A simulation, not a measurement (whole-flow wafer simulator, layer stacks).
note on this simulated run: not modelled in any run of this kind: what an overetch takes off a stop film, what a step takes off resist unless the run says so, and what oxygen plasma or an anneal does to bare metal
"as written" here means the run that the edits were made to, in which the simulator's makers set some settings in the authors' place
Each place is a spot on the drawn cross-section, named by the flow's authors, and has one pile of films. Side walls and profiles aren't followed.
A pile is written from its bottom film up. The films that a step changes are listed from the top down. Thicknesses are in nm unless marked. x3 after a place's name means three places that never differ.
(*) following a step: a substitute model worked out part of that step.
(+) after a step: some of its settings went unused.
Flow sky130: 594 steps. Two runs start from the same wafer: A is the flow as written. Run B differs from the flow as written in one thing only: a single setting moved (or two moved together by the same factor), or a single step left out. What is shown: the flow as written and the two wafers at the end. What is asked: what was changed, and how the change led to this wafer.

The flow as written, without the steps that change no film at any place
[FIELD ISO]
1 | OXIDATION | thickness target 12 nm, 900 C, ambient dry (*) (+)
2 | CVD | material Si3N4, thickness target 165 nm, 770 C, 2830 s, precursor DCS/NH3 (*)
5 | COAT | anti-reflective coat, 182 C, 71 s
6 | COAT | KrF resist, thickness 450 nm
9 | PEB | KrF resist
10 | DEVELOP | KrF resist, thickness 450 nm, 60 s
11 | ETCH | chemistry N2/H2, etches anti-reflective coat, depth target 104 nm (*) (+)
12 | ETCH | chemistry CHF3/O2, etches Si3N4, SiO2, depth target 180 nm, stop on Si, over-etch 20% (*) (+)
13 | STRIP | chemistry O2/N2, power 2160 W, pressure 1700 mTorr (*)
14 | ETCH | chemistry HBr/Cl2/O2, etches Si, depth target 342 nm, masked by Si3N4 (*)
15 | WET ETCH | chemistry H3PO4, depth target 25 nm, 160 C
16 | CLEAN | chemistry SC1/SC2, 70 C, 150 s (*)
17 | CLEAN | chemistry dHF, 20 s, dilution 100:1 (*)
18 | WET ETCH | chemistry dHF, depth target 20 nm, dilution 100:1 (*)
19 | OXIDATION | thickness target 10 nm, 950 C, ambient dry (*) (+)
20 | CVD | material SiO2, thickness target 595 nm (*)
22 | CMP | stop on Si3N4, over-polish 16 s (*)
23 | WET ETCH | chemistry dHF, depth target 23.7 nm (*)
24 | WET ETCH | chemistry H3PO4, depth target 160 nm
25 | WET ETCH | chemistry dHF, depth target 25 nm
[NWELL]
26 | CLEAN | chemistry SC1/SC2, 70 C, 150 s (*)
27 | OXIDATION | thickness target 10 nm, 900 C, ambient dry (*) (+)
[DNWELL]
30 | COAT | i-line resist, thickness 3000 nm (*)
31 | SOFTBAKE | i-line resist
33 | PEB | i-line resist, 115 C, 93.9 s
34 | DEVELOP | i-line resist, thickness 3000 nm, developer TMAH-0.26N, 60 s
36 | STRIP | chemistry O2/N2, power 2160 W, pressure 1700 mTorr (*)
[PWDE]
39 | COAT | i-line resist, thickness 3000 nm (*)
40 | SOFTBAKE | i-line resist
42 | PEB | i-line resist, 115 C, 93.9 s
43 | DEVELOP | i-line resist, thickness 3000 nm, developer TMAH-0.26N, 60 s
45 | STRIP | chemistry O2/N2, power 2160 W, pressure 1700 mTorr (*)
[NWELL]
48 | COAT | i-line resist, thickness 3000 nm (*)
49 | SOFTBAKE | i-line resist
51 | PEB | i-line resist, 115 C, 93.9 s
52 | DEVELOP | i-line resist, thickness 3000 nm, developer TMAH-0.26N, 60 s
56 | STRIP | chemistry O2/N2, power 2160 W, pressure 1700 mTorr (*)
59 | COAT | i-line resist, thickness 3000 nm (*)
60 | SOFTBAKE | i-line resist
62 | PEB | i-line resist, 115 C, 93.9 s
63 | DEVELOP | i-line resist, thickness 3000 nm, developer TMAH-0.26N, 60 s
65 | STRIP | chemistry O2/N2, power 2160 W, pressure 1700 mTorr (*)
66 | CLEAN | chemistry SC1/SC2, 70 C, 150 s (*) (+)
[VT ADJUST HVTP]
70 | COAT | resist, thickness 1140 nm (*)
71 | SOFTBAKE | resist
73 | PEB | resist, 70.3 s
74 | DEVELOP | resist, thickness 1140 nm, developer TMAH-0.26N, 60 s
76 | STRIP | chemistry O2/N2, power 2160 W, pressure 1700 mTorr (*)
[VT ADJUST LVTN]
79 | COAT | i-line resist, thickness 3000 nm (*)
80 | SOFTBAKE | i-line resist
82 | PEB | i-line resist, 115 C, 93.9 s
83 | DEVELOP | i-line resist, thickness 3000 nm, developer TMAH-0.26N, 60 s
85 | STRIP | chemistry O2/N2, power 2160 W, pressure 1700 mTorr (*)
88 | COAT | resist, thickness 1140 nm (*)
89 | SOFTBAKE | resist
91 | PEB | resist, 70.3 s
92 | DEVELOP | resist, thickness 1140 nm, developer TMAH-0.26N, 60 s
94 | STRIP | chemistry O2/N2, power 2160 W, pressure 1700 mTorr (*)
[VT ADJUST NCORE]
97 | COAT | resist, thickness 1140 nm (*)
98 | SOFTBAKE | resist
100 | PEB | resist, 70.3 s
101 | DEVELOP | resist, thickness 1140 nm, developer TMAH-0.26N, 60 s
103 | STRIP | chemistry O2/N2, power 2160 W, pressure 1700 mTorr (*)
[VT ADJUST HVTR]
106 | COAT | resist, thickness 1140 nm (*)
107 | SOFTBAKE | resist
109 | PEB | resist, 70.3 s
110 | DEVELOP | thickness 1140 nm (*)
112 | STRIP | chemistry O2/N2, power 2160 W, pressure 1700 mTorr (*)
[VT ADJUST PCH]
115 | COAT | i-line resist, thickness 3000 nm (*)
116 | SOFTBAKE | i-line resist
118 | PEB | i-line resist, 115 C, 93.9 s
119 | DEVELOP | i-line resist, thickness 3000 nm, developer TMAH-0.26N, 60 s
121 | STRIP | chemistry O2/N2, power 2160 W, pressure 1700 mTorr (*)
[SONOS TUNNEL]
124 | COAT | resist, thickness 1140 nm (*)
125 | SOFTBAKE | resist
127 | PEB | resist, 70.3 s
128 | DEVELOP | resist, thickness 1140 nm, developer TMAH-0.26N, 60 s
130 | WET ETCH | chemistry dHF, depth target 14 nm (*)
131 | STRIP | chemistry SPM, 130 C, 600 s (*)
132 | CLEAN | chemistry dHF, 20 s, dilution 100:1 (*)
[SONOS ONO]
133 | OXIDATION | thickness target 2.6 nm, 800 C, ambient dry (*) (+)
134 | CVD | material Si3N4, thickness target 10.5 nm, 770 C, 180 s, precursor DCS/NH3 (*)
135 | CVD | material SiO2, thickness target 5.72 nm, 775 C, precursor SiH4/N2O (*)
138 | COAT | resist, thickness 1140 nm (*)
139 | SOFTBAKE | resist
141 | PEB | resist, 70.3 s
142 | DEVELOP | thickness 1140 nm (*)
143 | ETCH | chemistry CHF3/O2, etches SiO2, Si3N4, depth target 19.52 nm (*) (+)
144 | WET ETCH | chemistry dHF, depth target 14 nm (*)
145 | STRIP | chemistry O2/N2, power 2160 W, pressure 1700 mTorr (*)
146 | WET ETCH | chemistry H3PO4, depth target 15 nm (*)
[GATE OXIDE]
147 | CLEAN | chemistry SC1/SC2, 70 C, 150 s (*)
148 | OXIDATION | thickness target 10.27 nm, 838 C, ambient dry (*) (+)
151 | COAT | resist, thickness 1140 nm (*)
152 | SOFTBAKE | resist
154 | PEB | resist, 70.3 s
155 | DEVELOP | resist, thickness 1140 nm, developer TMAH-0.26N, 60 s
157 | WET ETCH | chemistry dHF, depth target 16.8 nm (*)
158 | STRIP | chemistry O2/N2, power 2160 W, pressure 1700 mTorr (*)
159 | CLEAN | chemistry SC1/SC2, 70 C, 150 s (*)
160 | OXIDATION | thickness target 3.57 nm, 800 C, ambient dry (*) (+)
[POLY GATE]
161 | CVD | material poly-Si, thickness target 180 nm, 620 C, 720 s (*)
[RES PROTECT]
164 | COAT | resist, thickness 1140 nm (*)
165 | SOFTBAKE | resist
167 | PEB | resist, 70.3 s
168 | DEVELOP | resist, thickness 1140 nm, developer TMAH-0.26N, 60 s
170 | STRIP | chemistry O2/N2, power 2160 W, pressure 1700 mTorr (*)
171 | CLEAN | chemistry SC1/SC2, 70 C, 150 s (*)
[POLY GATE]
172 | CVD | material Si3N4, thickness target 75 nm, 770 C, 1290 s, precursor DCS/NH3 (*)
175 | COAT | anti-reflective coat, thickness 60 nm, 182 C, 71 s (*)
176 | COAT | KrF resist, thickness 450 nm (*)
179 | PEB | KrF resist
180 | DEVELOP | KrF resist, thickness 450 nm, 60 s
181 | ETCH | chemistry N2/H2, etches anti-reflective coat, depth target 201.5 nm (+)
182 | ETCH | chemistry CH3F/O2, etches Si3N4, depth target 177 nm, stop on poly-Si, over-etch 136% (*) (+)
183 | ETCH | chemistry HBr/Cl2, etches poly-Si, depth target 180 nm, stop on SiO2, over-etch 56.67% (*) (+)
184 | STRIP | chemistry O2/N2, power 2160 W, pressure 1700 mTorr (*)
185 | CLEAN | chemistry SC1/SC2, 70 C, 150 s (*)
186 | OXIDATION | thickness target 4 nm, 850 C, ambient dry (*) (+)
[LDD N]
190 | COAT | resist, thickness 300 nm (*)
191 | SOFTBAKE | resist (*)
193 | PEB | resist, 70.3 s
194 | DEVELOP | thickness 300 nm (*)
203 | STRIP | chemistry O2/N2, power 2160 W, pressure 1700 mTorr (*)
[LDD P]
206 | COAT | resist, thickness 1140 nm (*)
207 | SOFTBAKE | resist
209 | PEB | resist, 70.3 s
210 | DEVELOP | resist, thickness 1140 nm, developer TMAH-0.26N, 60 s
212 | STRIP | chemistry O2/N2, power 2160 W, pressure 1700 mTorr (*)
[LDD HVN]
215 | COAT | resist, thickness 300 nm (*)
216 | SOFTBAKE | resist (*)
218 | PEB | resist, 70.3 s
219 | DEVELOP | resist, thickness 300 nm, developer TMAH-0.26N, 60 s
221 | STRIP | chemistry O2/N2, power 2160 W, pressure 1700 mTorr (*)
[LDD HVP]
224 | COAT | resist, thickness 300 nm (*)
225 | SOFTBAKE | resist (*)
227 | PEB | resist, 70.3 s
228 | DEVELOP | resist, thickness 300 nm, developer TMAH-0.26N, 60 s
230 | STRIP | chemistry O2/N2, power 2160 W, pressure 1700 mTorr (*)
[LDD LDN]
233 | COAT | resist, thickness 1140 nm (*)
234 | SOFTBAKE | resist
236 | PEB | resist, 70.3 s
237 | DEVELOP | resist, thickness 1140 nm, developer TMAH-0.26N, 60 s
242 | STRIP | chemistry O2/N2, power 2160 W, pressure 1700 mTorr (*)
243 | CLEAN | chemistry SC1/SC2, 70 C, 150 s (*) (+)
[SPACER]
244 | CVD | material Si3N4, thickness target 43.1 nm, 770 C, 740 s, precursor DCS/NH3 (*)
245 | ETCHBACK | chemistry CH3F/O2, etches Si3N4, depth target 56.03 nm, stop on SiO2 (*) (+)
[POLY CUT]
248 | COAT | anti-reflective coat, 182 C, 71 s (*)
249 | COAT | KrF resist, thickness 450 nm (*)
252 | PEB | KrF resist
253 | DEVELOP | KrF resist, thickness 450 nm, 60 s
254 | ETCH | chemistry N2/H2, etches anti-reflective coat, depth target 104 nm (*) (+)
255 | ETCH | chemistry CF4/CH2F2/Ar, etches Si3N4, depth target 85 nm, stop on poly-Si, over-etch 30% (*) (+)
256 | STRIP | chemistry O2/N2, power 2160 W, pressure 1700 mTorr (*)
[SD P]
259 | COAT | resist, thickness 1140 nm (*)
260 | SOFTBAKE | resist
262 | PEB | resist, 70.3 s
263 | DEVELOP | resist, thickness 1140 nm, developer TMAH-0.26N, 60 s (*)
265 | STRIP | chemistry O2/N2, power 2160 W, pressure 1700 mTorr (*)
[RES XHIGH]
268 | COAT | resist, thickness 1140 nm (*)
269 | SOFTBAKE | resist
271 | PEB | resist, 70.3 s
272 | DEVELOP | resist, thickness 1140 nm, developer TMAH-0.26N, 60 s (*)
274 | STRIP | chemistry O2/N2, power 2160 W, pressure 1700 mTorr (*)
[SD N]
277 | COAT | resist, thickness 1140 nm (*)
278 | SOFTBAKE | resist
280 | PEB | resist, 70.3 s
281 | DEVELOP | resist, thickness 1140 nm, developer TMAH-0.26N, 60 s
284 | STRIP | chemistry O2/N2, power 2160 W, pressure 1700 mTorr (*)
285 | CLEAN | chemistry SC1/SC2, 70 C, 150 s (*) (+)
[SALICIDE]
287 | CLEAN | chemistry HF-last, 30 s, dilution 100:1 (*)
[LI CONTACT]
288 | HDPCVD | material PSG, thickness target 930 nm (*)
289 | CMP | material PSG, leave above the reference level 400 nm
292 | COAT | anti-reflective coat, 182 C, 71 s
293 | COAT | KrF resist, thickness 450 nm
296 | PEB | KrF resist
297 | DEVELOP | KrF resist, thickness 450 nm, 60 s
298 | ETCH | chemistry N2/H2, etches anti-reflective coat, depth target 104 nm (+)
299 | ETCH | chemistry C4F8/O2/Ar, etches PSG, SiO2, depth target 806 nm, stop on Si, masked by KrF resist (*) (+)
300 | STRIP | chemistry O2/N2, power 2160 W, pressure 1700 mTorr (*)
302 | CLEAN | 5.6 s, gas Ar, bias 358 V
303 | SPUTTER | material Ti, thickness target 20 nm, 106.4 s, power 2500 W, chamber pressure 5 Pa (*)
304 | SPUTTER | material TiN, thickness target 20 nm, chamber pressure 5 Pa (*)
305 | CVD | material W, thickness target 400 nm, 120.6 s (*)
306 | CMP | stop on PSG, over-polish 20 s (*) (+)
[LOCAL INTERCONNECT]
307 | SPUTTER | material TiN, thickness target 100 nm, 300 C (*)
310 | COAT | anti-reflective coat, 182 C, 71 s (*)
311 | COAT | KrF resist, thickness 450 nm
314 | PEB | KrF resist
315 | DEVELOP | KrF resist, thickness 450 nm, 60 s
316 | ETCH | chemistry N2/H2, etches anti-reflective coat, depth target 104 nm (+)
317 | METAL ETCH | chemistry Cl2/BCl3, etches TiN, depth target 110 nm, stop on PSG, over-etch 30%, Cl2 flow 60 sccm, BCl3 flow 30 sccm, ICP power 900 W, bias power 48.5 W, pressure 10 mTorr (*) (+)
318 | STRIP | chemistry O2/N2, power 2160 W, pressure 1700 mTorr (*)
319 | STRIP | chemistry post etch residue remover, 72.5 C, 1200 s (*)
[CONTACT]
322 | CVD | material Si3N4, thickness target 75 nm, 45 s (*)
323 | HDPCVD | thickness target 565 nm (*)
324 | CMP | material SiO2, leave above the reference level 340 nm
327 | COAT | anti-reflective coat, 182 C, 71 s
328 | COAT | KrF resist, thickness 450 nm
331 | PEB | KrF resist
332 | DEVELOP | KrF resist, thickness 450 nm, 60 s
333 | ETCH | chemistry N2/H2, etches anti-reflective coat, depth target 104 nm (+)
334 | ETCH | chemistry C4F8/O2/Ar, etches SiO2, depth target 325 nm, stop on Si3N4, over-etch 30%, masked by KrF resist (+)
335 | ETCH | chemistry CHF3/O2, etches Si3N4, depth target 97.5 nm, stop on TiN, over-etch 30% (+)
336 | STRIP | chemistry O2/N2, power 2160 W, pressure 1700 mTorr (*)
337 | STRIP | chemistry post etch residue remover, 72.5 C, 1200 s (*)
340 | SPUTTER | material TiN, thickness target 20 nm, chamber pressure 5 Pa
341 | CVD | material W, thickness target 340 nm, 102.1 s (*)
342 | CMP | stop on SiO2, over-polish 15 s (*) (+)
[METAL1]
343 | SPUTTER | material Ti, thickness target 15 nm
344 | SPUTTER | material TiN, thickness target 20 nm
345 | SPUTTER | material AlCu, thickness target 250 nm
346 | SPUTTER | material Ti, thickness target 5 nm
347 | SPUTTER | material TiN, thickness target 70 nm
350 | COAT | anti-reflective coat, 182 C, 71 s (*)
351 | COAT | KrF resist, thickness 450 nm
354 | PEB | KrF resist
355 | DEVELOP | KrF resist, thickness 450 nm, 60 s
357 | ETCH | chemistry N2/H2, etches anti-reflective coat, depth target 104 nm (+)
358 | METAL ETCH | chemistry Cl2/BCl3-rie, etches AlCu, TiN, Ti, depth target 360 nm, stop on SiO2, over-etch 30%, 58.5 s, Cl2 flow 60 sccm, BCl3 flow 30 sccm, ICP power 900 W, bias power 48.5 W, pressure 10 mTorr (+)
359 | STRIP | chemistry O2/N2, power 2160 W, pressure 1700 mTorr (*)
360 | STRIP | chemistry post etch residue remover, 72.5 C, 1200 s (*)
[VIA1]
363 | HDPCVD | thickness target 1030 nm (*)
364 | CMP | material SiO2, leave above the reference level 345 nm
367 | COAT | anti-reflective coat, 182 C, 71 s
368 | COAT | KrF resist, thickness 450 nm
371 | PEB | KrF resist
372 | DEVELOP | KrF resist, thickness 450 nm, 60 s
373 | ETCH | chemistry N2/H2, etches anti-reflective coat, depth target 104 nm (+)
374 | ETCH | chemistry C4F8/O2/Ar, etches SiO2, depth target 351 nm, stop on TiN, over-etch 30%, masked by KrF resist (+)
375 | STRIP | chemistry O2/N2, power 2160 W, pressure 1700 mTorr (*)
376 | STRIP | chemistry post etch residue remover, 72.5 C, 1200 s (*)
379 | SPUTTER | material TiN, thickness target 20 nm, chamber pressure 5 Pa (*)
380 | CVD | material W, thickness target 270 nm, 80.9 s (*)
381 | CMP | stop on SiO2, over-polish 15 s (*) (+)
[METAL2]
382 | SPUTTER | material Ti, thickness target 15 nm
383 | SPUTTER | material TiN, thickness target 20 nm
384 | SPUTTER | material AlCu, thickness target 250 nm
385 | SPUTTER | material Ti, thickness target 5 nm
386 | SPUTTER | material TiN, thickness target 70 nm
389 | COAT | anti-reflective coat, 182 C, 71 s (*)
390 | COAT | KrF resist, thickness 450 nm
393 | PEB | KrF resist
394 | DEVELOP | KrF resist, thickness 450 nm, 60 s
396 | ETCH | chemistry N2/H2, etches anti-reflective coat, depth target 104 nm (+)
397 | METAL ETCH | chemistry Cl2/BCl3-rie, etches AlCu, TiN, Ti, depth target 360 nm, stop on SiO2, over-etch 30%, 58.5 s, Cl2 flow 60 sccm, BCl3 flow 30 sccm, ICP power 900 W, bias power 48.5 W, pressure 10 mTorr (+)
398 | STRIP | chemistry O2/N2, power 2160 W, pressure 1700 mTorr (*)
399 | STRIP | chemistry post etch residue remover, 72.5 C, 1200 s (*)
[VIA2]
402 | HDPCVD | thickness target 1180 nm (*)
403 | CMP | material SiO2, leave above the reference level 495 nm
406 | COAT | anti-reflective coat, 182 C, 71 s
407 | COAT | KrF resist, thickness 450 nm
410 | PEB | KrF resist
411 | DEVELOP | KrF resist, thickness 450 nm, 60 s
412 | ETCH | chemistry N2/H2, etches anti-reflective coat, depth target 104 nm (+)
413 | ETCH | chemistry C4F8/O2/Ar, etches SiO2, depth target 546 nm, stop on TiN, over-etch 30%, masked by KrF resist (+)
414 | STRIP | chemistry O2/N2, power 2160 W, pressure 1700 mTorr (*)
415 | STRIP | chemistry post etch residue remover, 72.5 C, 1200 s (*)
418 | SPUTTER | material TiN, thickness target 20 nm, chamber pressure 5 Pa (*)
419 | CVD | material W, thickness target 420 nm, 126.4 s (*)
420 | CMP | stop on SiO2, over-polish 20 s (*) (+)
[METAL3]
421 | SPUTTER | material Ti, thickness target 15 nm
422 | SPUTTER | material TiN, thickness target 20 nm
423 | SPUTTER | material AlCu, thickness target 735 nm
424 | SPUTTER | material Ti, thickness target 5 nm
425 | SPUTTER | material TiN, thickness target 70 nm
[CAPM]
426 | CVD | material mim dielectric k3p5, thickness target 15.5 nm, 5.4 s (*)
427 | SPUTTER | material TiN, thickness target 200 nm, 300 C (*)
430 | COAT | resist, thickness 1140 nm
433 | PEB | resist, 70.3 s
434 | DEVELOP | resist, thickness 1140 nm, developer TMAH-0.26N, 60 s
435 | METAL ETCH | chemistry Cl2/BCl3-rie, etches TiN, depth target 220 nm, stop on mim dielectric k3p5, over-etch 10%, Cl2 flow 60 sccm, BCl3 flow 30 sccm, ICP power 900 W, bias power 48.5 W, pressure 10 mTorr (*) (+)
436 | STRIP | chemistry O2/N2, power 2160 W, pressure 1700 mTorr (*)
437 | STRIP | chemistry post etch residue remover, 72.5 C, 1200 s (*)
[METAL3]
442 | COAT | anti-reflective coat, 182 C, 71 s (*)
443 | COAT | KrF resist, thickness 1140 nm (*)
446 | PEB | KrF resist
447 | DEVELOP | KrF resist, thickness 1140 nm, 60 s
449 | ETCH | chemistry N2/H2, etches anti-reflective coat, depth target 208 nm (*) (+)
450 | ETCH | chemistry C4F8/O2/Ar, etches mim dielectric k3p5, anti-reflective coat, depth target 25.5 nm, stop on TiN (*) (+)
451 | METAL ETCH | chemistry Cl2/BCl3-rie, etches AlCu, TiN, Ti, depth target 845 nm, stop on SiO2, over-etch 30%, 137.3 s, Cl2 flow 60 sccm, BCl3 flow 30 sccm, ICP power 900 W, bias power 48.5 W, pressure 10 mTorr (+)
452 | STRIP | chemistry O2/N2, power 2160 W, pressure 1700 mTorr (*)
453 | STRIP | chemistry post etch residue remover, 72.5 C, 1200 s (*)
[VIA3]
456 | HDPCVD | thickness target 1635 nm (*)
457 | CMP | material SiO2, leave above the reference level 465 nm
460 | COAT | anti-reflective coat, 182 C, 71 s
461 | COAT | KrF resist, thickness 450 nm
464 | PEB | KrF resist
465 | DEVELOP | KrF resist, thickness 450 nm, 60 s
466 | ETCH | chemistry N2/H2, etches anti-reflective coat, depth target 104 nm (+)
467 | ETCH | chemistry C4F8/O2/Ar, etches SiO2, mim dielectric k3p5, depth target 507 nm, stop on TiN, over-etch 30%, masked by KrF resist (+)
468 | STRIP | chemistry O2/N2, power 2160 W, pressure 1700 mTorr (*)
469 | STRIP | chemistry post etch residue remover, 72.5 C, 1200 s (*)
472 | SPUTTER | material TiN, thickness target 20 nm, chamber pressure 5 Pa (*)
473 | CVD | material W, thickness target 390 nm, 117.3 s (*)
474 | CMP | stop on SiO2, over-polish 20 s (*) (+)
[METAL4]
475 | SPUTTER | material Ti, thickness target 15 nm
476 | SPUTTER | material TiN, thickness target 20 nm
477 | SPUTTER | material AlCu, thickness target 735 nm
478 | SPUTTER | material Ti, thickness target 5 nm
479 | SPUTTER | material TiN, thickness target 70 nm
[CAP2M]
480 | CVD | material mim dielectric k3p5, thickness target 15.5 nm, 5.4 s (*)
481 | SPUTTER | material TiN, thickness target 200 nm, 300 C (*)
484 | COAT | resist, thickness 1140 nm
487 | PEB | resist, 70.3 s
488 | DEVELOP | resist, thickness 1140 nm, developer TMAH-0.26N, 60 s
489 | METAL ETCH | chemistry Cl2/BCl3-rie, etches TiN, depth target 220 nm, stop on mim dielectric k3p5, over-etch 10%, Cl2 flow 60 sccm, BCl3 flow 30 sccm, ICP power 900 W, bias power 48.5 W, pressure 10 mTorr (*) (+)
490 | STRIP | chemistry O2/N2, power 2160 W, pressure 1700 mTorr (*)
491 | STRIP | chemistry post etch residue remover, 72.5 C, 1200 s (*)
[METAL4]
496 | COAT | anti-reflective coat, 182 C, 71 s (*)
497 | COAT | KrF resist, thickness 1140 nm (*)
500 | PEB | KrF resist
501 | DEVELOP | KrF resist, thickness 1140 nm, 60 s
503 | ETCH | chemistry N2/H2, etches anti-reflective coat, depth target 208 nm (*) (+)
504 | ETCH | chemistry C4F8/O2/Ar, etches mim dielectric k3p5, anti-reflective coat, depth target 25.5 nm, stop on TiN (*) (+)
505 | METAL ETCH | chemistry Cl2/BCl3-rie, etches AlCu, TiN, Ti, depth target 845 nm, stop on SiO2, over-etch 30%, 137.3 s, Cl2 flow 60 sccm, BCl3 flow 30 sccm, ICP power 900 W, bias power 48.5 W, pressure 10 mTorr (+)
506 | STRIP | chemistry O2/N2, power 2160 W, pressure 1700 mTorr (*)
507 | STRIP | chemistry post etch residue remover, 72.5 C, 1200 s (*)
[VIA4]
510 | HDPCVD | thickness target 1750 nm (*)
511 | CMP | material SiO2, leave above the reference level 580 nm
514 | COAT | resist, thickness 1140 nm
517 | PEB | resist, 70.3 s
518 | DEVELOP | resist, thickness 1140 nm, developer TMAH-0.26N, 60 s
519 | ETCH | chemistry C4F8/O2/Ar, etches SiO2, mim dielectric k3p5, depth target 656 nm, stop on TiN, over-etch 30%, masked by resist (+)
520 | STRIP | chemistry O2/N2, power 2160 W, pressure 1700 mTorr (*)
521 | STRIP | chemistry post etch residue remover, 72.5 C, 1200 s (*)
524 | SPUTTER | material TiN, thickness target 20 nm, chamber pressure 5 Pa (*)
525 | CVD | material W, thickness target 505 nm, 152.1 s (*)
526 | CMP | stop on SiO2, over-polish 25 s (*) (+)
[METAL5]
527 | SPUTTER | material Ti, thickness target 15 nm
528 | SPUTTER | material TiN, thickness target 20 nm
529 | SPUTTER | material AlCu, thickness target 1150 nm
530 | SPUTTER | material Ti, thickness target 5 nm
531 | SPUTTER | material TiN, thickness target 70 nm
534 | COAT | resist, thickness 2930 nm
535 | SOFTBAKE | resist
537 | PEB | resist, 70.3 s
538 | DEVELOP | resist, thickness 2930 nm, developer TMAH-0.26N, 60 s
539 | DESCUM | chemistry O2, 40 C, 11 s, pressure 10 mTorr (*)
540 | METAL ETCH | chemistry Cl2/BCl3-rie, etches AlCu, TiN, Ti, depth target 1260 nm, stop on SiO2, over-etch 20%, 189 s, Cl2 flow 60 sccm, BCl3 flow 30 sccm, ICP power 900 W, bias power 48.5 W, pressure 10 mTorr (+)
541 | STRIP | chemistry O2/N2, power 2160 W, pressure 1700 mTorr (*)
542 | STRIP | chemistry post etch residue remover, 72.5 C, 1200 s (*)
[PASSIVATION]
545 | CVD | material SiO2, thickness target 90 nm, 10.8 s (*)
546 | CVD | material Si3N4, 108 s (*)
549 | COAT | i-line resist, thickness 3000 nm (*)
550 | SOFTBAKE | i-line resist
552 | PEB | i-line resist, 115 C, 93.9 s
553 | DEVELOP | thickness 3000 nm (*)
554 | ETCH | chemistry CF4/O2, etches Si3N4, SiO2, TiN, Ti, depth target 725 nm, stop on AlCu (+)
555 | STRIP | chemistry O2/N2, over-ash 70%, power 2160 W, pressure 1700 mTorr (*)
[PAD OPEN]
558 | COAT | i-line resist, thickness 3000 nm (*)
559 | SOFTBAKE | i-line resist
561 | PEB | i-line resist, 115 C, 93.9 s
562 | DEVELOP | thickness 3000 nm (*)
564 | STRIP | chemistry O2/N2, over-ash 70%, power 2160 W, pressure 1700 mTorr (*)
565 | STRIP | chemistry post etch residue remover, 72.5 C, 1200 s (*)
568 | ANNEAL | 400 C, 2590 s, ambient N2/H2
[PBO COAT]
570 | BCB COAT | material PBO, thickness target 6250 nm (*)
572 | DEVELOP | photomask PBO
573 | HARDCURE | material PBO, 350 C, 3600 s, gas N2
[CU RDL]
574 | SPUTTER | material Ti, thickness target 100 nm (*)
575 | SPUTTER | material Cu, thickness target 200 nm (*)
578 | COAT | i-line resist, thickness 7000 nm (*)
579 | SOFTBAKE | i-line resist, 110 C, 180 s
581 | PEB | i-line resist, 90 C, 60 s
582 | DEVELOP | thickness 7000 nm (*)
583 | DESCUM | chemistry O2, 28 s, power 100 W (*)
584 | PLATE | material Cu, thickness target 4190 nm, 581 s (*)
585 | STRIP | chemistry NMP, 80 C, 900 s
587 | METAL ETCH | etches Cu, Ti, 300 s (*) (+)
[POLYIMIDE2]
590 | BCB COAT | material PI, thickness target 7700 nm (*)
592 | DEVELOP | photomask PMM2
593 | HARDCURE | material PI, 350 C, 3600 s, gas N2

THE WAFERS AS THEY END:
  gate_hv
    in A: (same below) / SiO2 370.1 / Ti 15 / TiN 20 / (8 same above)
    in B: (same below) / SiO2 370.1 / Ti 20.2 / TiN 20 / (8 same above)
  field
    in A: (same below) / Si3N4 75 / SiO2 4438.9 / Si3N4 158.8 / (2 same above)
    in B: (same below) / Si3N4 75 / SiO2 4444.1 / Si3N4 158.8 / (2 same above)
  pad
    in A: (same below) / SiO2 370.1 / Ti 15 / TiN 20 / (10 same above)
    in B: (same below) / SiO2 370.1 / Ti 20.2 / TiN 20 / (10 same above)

What caused this: step 475, SPUTTER: thickness target 20.2 nm was run, though the flow has thickness target 15 nm.
One can read it off the wafer: gate_hv has Ti 20.2, and step 475 as written asks for 15 nm.

The path from the change to this, step by step:
  475 | SPUTTER | material Ti, thickness target 15 nm
      field, active, n_well and 189 more: A Ti gains 15 (new film) | B Ti gains 20.2 (new film)
  505 | METAL ETCH | chemistry Cl2/BCl3-rie, etches AlCu, TiN, Ti, depth target 845 nm, stop on SiO2, over-etch 30%, 137.3 s, Cl2 flow 60 sccm, BCl3 flow 30 sccm, ICP power 900 W, bias power 48.5 W, pressure 10 mTorr (+)
      field, gate, spacer and 68 more: A TiN loses 70 (all of it), Ti loses 5 (all of it), AlCu loses 735 (all of it), TiN loses 20 (all of it), Ti loses 15 (all of it), SiO2 loses 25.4 | B TiN loses 70 (all of it), Ti loses 5 (all of it), AlCu loses 735 (all of it), TiN loses 20 (all of it), Ti loses 20.2 (all of it), SiO2 loses 24.8
      active, vpp_iso1, mim_edge_plate and 14 more: A TiN loses 70 (all of it), Ti loses 5 (all of it), AlCu loses 735 (all of it), TiN loses 20 (all of it), Ti loses 15 (all of it), SiO2 loses 25.3 | B TiN loses 70 (all of it), Ti loses 5 (all of it), AlCu loses 735 (all of it), TiN loses 20 (all of it), Ti loses 20.2 (all of it), SiO2 loses 24.8
